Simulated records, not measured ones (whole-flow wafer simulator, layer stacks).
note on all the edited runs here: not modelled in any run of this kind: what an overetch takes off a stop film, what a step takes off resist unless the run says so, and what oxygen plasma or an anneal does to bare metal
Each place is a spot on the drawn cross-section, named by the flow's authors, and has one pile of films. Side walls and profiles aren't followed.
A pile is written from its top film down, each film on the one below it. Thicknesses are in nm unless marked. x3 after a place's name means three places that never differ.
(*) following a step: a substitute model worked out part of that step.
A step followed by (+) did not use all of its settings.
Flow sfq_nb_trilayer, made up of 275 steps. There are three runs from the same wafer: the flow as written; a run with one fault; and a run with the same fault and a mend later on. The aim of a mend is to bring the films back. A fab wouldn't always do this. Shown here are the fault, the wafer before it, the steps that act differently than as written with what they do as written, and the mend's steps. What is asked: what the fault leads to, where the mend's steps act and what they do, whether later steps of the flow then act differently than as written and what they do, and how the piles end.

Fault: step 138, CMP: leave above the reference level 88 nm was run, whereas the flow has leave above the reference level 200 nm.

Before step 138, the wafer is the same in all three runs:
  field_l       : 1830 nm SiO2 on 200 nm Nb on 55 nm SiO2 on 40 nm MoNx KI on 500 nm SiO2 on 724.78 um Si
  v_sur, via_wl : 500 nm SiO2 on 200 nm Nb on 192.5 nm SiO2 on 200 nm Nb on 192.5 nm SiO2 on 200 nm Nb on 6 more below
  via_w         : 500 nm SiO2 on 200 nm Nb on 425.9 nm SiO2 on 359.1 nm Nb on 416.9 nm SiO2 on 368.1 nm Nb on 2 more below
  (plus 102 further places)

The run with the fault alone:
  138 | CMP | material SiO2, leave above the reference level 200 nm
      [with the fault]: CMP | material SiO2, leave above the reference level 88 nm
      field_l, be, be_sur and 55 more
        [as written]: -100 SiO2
        [with the fault]: -212 SiO2
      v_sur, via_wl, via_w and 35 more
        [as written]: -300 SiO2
        [with the fault]: -412 SiO2
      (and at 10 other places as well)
  Steps further on in the flow that do not act as written (not shown: 4 more steps that differ only slightly, by at most 2% or 0.5 nm, whichever is larger):
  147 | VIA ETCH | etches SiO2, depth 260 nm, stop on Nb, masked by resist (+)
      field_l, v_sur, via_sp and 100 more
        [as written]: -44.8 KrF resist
        [with the fault]: -22.7 KrF resist
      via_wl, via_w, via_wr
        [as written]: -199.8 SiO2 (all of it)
        [with the fault]: -87.8 SiO2 (all of it)
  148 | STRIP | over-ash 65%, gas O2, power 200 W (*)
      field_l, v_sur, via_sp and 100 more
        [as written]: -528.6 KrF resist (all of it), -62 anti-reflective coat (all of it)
        [with the fault]: -550.7 KrF resist (all of it), -62 anti-reflective coat (all of it)
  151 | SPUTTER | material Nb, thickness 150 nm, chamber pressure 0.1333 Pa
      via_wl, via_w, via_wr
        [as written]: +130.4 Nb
        [with the fault]: +143.6 Nb
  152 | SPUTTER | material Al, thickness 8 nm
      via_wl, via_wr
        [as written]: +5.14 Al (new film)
        [with the fault]: +6.5 Al (new film)
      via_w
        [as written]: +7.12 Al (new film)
        [with the fault]: +7.91 Al (new film)
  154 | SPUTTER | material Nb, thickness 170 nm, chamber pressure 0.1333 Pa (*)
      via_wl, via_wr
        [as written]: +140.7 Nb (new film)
        [with the fault]: +134.3 Nb (new film)
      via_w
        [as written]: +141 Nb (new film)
        [with the fault]: +168.7 Nb (new film)
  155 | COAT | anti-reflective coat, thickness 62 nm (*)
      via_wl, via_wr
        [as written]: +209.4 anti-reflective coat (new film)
        [with the fault]: +148.6 anti-reflective coat (new film)
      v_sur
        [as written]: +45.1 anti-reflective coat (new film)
        [with the fault]: +51.1 anti-reflective coat (new film)
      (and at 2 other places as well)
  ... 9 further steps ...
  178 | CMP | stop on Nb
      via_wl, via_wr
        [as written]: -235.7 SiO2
        [with the fault]: -360.6 SiO2
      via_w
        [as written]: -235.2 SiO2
        [with the fault]: -360.2 SiO2
  At field_l, v_sur, via_wl and 103 more, the piles at the end differ from the flow's by more than 2% or 0.5 nm, whichever is larger.
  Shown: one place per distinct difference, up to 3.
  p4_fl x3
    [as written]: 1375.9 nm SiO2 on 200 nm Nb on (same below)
    [with the fault]: 1263.9 nm SiO2 on 200 nm Nb on (same below)
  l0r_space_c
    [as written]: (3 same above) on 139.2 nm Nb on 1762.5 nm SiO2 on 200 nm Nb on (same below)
    [with the fault]: (3 same above) on 139.2 nm Nb on 1650.5 nm SiO2 on 200 nm Nb on (same below)
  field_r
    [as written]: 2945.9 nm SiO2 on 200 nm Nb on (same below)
    [with the fault]: 2833.9 nm SiO2 on 200 nm Nb on (same below)

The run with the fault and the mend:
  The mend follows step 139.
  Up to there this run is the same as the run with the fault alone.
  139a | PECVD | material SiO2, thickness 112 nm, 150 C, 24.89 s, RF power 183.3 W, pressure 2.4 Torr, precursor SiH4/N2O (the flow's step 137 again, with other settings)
      field_l, v_sur, via_wl and 103 more
        +112 SiO2
  None of the later steps of the flow acts differently than as written at any place that is followed.
  At every place that both follow, the piles at the end match the flow's.
